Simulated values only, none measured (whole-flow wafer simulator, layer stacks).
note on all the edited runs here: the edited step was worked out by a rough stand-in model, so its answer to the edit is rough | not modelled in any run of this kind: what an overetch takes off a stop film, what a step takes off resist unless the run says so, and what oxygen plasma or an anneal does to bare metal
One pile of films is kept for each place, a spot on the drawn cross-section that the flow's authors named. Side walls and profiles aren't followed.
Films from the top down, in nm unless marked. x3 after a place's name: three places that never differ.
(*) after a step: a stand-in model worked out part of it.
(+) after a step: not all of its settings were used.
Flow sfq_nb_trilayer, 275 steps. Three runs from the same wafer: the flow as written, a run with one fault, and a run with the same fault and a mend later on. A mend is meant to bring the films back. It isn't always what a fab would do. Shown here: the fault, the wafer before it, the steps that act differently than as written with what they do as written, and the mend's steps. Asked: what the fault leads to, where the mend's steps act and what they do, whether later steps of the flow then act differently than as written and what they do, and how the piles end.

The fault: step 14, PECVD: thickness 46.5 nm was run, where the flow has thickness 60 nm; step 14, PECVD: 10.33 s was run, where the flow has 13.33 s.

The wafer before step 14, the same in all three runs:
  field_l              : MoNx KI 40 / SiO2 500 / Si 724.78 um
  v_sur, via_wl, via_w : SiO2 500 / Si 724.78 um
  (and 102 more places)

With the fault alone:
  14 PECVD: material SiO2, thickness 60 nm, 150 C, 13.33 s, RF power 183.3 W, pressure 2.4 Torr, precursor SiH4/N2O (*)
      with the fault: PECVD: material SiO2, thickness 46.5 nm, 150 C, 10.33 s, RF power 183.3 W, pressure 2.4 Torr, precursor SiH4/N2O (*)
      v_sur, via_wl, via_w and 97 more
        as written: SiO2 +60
        with the fault: SiO2 +46.5
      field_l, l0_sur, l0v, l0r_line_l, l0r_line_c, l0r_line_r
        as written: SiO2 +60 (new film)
        with the fault: SiO2 +46.5 (new film)
  Later steps of the flow that act differently than as written (8 more steps differ only slightly, by at most 2% or 0.5 nm, whichever is larger, and aren't shown):
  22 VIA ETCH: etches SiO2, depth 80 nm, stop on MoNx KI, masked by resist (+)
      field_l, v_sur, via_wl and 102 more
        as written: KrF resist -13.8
        with the fault: KrF resist -12
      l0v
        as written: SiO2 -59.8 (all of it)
        with the fault: SiO2 -46.3 (all of it)
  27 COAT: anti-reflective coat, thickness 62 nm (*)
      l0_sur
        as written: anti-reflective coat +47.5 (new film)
        with the fault: anti-reflective coat +49 (new film)
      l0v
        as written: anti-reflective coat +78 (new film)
        with the fault: anti-reflective coat +73.9 (new film)
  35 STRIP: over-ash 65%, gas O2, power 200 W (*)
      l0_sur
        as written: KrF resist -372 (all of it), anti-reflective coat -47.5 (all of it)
        with the fault: KrF resist -372.8 (all of it), anti-reflective coat -49 (all of it)
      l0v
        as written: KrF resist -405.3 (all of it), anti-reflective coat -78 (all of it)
        with the fault: KrF resist -396.8 (all of it), anti-reflective coat -73.9 (all of it)
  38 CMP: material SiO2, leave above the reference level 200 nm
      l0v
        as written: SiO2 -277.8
        with the fault: SiO2 -293.5
  At the end the piles differ from the flow's by more than 2% or 0.5 nm, whichever is larger, at field_l, v_sur, via_wl and 99 more.
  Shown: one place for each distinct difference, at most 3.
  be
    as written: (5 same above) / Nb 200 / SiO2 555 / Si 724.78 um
    with the fault: (5 same above) / Nb 200 / SiO2 541.5 / Si 724.78 um
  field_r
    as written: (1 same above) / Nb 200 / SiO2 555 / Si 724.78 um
    with the fault: (1 same above) / Nb 200 / SiO2 541.5 / Si 724.78 um
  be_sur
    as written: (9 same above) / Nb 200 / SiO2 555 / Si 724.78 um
    with the fault: (9 same above) / Nb 200 / SiO2 541.5 / Si 724.78 um

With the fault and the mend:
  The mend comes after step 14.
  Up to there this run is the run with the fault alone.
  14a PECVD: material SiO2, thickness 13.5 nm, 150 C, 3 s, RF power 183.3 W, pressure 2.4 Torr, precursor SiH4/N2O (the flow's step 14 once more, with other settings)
      field_l, v_sur, via_wl and 103 more
        SiO2 +13.5
  No later step of the flow acts differently than as written, at any place that is followed, by more than 2% or 0.5 nm, whichever is larger.
  At the end the piles are the same as the flow's at every place that both follow.
